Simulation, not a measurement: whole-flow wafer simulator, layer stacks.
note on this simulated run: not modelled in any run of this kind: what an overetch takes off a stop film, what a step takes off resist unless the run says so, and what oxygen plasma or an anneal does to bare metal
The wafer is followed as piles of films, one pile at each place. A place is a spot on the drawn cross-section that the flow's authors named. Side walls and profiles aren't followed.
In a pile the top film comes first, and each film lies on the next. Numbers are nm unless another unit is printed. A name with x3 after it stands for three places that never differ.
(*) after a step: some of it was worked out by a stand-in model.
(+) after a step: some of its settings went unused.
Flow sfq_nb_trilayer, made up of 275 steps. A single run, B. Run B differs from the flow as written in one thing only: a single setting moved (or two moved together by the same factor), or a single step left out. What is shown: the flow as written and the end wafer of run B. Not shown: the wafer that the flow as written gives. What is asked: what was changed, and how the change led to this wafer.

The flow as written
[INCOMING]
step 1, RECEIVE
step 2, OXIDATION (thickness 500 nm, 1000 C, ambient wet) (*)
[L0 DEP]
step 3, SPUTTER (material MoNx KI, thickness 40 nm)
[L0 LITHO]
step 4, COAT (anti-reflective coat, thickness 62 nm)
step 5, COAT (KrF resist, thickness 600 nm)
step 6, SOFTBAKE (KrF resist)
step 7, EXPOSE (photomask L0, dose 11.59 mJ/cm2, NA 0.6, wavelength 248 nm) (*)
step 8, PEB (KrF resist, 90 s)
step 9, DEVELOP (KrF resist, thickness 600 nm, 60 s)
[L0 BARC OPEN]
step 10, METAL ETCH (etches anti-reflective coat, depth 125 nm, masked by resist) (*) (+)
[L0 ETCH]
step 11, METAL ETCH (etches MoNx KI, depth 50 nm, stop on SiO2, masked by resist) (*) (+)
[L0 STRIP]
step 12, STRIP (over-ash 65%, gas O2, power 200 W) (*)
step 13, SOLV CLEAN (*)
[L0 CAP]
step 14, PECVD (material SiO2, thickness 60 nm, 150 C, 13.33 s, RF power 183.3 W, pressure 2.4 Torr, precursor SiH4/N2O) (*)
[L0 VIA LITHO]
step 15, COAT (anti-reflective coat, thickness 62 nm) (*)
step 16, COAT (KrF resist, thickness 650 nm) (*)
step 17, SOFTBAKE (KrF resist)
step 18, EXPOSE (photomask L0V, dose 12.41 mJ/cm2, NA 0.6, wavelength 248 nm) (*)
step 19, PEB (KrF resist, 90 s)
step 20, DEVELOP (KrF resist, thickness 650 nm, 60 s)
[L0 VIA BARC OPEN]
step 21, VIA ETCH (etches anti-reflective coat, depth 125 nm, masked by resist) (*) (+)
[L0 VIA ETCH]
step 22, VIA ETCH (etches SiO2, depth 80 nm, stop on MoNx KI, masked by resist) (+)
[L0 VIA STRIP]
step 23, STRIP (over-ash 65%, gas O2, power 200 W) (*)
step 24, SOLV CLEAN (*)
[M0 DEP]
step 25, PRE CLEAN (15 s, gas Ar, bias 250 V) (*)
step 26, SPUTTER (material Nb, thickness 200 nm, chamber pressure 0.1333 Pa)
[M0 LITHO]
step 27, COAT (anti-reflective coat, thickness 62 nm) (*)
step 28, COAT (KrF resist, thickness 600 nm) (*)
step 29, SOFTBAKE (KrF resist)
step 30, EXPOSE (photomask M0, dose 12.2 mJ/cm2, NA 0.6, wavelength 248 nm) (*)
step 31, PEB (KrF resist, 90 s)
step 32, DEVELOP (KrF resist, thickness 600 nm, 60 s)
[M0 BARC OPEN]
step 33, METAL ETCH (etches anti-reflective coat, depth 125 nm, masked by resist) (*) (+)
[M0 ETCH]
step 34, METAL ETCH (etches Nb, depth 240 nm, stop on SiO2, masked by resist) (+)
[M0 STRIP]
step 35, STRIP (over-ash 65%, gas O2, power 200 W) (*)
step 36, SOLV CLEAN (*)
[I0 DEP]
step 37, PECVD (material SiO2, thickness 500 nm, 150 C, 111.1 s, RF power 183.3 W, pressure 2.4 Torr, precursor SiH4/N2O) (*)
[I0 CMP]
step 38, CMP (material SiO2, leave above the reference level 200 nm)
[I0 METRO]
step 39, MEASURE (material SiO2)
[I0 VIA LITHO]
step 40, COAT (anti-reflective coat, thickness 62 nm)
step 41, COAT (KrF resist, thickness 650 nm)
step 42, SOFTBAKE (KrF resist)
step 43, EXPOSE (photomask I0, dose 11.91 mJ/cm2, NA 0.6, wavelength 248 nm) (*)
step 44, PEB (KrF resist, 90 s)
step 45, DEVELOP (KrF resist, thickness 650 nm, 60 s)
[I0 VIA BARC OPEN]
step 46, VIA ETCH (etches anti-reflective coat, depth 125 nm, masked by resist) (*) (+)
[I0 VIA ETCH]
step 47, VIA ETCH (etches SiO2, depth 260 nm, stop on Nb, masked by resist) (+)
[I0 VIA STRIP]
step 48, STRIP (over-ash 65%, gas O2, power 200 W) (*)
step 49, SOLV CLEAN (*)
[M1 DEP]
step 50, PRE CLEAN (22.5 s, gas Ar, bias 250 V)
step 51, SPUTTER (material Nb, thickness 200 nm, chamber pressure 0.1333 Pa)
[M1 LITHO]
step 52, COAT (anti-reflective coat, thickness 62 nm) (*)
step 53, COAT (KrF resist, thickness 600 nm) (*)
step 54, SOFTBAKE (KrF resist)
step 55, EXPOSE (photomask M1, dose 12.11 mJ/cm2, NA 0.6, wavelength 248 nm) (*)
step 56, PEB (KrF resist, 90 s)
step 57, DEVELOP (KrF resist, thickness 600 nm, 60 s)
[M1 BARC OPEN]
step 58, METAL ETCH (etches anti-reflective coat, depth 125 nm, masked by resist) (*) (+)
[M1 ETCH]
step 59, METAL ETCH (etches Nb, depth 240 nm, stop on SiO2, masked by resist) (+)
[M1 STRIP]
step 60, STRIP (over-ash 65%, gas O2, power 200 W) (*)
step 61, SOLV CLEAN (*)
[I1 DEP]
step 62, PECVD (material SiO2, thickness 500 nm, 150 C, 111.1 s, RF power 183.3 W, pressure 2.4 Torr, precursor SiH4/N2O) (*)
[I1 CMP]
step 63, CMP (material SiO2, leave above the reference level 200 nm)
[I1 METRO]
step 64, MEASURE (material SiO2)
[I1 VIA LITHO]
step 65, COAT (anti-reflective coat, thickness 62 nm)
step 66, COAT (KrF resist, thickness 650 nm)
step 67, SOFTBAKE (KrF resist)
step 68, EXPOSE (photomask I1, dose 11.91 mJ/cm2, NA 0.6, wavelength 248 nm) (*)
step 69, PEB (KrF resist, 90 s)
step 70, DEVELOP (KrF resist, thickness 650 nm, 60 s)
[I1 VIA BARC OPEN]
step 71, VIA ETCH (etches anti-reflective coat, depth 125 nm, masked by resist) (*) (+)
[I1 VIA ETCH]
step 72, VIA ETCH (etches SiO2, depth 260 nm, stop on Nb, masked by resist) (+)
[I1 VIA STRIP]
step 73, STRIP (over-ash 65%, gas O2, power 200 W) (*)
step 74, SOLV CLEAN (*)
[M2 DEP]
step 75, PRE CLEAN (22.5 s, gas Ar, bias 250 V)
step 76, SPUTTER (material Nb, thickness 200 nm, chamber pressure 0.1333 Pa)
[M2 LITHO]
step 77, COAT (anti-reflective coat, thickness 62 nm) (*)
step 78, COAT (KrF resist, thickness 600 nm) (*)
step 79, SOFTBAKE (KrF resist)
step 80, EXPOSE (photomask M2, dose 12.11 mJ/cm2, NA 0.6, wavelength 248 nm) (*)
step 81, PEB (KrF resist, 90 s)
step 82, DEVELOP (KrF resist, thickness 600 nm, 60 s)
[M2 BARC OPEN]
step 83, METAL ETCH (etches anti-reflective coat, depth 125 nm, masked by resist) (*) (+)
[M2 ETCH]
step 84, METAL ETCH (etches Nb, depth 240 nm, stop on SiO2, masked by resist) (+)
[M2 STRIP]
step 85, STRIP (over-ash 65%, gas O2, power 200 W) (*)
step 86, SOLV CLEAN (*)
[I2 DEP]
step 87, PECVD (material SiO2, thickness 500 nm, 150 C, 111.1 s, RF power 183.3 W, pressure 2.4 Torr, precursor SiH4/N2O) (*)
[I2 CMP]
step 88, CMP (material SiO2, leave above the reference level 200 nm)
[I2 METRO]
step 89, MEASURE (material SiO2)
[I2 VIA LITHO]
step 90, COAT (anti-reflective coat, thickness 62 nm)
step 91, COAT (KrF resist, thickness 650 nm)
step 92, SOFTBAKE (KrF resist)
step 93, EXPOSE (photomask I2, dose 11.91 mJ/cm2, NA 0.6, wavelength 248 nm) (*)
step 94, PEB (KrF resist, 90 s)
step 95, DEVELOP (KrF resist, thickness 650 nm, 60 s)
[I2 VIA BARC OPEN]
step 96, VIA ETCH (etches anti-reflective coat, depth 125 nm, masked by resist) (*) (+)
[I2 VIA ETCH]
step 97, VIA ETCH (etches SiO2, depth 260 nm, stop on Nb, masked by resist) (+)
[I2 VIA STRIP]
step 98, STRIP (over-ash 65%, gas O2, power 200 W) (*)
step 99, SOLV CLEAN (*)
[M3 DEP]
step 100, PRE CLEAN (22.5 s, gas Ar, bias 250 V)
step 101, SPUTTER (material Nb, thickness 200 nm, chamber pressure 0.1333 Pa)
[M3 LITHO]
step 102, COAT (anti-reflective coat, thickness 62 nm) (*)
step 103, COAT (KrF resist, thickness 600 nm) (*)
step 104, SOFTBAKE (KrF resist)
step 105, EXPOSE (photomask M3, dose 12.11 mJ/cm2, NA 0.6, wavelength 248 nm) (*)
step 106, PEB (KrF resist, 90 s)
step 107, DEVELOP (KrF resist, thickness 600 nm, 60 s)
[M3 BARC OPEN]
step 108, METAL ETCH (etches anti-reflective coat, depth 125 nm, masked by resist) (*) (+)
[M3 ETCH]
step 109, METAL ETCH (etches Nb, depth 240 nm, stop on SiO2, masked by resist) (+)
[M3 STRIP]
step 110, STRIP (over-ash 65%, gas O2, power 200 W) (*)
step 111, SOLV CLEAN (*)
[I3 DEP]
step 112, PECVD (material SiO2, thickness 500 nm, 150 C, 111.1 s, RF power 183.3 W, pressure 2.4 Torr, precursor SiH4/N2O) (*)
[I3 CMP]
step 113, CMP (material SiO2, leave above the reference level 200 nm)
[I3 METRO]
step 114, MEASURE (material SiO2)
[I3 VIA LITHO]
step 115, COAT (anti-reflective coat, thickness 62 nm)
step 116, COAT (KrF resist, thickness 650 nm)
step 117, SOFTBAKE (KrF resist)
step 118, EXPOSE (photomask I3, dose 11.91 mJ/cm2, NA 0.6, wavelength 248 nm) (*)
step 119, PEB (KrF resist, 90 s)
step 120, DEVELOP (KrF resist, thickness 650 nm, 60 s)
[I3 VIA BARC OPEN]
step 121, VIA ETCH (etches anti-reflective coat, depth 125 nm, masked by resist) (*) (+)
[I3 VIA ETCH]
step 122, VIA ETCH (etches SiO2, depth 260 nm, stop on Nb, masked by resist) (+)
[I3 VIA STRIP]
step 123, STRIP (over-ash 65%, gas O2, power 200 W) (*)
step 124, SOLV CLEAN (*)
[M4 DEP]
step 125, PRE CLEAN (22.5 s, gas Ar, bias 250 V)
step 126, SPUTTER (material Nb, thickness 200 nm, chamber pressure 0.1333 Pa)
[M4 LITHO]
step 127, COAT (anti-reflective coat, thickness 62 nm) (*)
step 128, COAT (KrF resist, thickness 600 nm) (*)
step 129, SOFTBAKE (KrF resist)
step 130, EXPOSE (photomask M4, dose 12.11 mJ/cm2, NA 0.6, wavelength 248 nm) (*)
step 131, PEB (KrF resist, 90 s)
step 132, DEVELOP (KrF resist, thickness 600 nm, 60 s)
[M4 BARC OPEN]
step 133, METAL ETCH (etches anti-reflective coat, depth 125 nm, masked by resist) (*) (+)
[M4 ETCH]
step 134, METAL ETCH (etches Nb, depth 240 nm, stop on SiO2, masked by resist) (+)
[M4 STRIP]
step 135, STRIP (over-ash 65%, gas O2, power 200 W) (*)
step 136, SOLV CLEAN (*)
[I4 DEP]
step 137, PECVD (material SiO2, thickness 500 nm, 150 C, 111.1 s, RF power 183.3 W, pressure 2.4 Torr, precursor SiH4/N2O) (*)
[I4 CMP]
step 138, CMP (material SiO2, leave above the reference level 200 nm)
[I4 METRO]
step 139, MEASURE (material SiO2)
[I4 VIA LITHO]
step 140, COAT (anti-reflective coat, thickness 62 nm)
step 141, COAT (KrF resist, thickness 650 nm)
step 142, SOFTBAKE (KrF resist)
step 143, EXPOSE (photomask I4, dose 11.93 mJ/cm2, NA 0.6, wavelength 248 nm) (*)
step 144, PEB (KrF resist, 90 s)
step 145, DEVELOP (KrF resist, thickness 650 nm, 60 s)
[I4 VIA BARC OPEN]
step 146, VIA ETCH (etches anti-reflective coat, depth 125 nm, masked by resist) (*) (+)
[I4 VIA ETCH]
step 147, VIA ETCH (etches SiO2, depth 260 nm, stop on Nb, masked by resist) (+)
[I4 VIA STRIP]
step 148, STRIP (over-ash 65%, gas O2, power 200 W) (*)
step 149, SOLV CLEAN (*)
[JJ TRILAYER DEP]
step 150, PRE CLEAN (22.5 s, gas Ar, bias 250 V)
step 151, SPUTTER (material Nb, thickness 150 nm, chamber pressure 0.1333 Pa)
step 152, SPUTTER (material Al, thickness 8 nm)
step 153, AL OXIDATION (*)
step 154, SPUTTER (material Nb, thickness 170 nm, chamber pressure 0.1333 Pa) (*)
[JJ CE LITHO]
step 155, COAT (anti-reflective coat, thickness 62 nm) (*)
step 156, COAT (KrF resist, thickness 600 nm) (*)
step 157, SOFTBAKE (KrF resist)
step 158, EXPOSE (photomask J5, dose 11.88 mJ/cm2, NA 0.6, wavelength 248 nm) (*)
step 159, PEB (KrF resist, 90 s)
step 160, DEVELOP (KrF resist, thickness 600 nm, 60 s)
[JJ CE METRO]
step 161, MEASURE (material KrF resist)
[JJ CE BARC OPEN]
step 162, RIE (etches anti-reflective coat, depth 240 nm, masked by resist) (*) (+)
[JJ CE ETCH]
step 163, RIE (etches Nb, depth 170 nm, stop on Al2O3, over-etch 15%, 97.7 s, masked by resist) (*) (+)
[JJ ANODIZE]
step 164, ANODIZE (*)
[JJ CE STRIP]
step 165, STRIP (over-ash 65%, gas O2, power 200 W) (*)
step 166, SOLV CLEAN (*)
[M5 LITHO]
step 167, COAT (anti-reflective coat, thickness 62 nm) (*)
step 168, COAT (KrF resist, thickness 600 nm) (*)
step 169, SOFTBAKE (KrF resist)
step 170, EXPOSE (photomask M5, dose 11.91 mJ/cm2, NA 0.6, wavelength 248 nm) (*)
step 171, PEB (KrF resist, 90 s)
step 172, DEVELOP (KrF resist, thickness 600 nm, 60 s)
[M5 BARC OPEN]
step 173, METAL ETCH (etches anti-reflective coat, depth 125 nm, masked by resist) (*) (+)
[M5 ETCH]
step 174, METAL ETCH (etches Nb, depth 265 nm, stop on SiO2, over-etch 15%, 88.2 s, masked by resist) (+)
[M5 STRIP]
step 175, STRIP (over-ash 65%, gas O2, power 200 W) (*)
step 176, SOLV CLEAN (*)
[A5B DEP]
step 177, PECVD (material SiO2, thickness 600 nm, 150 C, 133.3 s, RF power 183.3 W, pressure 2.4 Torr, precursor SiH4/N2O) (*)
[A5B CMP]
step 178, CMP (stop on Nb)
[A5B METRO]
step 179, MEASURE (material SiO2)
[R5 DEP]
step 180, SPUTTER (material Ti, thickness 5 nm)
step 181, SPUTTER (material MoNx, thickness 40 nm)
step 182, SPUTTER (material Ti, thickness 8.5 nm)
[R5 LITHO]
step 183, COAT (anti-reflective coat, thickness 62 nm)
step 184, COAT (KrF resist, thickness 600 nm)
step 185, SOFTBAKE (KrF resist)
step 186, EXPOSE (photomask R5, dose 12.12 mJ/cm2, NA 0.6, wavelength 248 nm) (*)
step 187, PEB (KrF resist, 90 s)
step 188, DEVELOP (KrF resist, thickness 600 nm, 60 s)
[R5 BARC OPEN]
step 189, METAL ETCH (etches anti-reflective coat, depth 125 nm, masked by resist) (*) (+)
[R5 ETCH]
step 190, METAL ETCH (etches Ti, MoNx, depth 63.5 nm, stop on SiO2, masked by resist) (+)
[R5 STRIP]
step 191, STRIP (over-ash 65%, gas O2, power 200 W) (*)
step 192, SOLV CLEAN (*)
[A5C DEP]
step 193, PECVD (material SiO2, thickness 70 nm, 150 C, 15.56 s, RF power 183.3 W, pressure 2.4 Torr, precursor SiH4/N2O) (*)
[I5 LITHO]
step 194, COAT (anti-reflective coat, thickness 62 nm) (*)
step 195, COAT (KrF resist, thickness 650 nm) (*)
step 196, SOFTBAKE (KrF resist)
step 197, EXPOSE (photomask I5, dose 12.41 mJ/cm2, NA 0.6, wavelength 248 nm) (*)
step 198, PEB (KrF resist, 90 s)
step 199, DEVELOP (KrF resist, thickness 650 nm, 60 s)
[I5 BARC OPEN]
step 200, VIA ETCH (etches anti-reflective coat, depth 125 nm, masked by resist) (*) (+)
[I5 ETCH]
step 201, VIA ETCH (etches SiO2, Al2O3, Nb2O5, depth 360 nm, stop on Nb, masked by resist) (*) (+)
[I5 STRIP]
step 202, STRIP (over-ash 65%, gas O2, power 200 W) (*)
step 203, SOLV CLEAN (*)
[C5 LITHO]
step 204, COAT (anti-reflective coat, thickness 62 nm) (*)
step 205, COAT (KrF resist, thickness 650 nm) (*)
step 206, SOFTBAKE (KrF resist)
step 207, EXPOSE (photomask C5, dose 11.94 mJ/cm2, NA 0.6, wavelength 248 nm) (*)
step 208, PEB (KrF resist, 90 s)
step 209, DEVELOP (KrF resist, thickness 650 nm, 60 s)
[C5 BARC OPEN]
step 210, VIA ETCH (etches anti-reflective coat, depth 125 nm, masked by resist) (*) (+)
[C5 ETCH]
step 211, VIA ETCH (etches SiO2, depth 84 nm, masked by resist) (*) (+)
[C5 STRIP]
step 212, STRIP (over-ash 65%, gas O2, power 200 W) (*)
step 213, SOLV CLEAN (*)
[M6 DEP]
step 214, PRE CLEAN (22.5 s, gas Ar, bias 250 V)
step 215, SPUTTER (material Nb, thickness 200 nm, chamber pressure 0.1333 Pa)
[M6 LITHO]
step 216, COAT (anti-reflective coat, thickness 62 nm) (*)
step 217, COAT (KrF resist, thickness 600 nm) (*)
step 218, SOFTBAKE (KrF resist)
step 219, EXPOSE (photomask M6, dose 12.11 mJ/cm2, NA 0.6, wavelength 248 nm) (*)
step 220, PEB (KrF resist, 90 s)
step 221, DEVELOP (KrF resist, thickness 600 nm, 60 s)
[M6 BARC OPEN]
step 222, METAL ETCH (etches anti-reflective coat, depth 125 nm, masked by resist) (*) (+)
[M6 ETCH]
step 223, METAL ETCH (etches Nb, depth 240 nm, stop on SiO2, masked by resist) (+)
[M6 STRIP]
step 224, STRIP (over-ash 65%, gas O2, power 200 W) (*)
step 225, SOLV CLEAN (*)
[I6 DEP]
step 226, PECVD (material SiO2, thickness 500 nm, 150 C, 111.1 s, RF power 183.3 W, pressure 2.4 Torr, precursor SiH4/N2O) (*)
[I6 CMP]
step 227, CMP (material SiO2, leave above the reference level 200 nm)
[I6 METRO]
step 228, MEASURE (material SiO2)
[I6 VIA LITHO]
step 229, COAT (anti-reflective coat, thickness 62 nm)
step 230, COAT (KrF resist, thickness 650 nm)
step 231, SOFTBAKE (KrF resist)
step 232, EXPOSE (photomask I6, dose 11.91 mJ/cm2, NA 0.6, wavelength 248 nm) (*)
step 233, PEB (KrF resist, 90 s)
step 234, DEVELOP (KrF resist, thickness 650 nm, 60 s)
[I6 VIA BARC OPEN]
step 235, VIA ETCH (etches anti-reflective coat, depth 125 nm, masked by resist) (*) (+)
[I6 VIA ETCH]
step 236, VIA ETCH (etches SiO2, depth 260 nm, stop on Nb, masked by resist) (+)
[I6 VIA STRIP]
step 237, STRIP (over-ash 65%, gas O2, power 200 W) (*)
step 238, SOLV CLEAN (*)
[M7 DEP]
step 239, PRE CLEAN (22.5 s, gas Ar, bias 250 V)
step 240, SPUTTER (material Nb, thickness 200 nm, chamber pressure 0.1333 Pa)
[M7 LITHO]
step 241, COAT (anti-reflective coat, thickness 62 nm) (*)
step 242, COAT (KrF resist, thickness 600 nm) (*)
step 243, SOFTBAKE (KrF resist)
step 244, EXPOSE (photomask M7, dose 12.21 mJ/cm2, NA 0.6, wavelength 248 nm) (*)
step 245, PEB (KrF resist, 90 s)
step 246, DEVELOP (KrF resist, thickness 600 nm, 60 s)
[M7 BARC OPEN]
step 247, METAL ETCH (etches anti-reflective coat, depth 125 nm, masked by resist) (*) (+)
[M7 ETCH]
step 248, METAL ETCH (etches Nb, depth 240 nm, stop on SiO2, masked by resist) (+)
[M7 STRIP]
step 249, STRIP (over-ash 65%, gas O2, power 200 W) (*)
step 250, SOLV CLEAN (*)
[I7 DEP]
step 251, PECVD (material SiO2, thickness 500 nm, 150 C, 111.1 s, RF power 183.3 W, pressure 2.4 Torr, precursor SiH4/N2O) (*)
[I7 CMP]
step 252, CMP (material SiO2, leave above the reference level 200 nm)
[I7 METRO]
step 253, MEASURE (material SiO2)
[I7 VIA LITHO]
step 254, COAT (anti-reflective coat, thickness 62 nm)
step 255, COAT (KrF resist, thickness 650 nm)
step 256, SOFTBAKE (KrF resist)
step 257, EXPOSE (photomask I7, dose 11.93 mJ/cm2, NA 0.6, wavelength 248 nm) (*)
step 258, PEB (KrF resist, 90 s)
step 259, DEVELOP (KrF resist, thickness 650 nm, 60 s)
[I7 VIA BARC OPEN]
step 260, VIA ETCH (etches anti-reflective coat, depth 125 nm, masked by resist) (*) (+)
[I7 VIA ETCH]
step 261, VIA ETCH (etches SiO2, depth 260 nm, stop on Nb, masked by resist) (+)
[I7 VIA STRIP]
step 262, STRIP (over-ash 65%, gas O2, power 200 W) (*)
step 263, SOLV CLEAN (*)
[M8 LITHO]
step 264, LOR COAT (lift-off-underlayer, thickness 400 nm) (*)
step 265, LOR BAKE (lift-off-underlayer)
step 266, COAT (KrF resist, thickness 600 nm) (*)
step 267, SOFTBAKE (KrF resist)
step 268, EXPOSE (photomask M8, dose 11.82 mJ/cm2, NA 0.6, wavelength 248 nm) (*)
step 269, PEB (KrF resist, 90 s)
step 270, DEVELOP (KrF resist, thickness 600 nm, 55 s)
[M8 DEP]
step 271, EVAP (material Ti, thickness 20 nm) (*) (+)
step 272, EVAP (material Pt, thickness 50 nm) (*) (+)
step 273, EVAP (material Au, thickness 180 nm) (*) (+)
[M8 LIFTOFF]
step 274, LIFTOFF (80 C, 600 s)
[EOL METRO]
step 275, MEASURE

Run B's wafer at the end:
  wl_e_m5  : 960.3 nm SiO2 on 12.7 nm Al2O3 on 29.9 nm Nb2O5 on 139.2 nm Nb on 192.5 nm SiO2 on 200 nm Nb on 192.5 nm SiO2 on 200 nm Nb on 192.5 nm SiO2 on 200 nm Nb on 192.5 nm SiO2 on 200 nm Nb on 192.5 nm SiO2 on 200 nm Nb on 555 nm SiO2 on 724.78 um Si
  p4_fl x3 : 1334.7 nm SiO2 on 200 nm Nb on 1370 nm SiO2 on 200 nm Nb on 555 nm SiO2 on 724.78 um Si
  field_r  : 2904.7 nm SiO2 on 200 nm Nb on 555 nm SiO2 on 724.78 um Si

The reason: step 215, SPUTTER: thickness 158.8 nm was run, while the flow as written has thickness 200 nm.

The path from the change to this, step by step:
  step 215, SPUTTER (material Nb, thickness 200 nm, chamber pressure 0.1333 Pa)
      field_l, v_sur, via_wl and 100 more: Nb gains 158.8 (new film) (it would be, as written: Nb gains 200 (new film))
      be: Nb gains 117.3 (it would be, as written: Nb gains 147.3)
      (and at 2 other places as well)
  step 216, COAT (anti-reflective coat, thickness 62 nm) (*)
      be: anti-reflective coat gains 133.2 (new film) (it would be, as written: anti-reflective coat gains 136.7 (new film))
  step 223, METAL ETCH (etches Nb, depth 240 nm, stop on SiO2, masked by resist) (+)
      field_l, gap, moat and 76 more: Nb loses 158.8 (all of it) (it would be, as written: Nb loses 200 (all of it))
  step 224, STRIP (over-ash 65%, gas O2, power 200 W) (*)
      be: KrF resist loses 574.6 (all of it), anti-reflective coat loses 133.2 (all of it) (it would be, as written: KrF resist loses 575.8 (all of it), anti-reflective coat loses 136.7 (all of it))
  step 226, PECVD (material SiO2, thickness 500 nm, 150 C, 111.1 s, RF power 183.3 W, pressure 2.4 Torr, precursor SiH4/N2O) (*)
      gap, wl_a_sl, m6r_space_l x2: SiO2 gains 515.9 (it would be, as written: SiO2 gains 557.1)
      be: SiO2 gains 678 (new film) (it would be, as written: SiO2 gains 693.5 (new film))
  step 227, CMP (material SiO2, leave above the reference level 200 nm)
      field_l, p4_fl x3, p4_w1 x9 and 49 more: SiO2 loses 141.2 (it would be, as written: SiO2 loses 100)
      moat, field_r, lsp_l, ln_m5, lsp_m: SiO2 loses 136.1 (it would be, as written: SiO2 loses 93.6)
      (and at 9 other places as well)
